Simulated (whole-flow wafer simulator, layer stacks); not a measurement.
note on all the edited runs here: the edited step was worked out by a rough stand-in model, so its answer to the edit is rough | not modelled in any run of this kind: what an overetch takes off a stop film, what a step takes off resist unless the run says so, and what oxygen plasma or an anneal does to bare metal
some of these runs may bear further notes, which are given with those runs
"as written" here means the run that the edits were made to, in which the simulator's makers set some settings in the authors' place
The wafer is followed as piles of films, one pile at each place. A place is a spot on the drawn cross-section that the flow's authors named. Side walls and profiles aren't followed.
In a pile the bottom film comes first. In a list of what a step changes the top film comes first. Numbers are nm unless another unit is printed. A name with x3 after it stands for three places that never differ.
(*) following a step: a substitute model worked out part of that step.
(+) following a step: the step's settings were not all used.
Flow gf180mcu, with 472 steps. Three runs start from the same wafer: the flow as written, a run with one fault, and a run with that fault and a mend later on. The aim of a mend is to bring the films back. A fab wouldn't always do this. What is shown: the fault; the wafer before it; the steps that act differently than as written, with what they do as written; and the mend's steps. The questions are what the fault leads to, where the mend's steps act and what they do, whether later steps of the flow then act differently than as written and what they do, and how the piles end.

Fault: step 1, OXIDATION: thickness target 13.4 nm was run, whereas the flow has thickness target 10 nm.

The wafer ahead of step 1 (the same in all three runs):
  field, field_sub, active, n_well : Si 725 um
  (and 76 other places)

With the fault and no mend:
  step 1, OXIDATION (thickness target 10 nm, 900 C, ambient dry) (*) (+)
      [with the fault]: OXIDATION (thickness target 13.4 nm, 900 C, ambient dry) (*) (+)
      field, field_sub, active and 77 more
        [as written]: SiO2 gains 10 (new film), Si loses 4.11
        [with the fault]: SiO2 gains 13.4 (new film), Si loses 5.61
  Later steps of the flow acting differently than as written (99 more steps, not shown, differ only slightly: by at most 2% or 0.5 nm, whichever is larger):
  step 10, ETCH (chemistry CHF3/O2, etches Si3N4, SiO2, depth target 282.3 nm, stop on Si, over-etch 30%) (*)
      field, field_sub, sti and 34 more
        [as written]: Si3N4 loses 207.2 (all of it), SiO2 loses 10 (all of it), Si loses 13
        [with the fault]: Si3N4 loses 207.2 (all of it), SiO2 loses 13.4 (all of it), Si loses 12.3
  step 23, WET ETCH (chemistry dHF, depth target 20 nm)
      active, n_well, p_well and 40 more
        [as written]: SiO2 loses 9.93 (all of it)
        [with the fault]: SiO2 loses 13.3 (all of it)
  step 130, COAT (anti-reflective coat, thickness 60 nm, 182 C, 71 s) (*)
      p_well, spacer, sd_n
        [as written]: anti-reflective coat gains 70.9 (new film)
        [with the fault]: anti-reflective coat gains 74.1 (new film)
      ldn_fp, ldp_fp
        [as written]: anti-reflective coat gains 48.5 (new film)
        [with the fault]: anti-reflective coat gains 46.8 (new film)
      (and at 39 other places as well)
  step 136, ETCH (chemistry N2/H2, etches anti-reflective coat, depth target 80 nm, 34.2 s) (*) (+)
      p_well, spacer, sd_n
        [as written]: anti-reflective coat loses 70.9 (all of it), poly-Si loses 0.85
        [with the fault]: anti-reflective coat loses 74.1 (all of it), poly-Si loses 0.77
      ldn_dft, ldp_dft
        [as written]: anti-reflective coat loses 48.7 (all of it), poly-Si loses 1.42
        [with the fault]: anti-reflective coat loses 47.1 (all of it), poly-Si loses 1.46
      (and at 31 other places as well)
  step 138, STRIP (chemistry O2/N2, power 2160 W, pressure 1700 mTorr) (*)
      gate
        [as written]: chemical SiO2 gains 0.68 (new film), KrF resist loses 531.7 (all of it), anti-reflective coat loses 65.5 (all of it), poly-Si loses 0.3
        [with the fault]: chemical SiO2 gains 0.68 (new film), KrF resist loses 531.8 (all of it), anti-reflective coat loses 67 (all of it), poly-Si loses 0.3
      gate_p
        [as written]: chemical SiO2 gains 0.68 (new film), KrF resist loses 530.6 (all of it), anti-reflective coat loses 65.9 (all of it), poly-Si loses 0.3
        [with the fault]: chemical SiO2 gains 0.68 (new film), KrF resist loses 530.7 (all of it), anti-reflective coat loses 67.6 (all of it), poly-Si loses 0.3
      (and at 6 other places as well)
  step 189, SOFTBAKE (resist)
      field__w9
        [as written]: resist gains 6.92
        [with the fault]: resist loses 3.09
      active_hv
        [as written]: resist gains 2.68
        [with the fault]: resist loses 0.47
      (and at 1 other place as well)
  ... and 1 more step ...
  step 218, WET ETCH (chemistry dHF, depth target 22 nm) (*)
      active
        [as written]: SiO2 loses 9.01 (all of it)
        [with the fault]: SiO2 loses 8.44 (all of it)
  At the end the piles are close to the flow's at the places that both follow, differing by at most 2% or 0.5 nm, whichever is larger.

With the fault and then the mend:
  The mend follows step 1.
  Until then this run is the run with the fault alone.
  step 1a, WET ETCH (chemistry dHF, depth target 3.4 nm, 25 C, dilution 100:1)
      field, field_sub, active and 77 more
        SiO2 loses 3.4
  Later steps of the flow that are run all act as written at every place that is followed.
  At the end the piles are close to the flow's at the places that both follow, differing by at most 2% or 0.5 nm, whichever is larger.
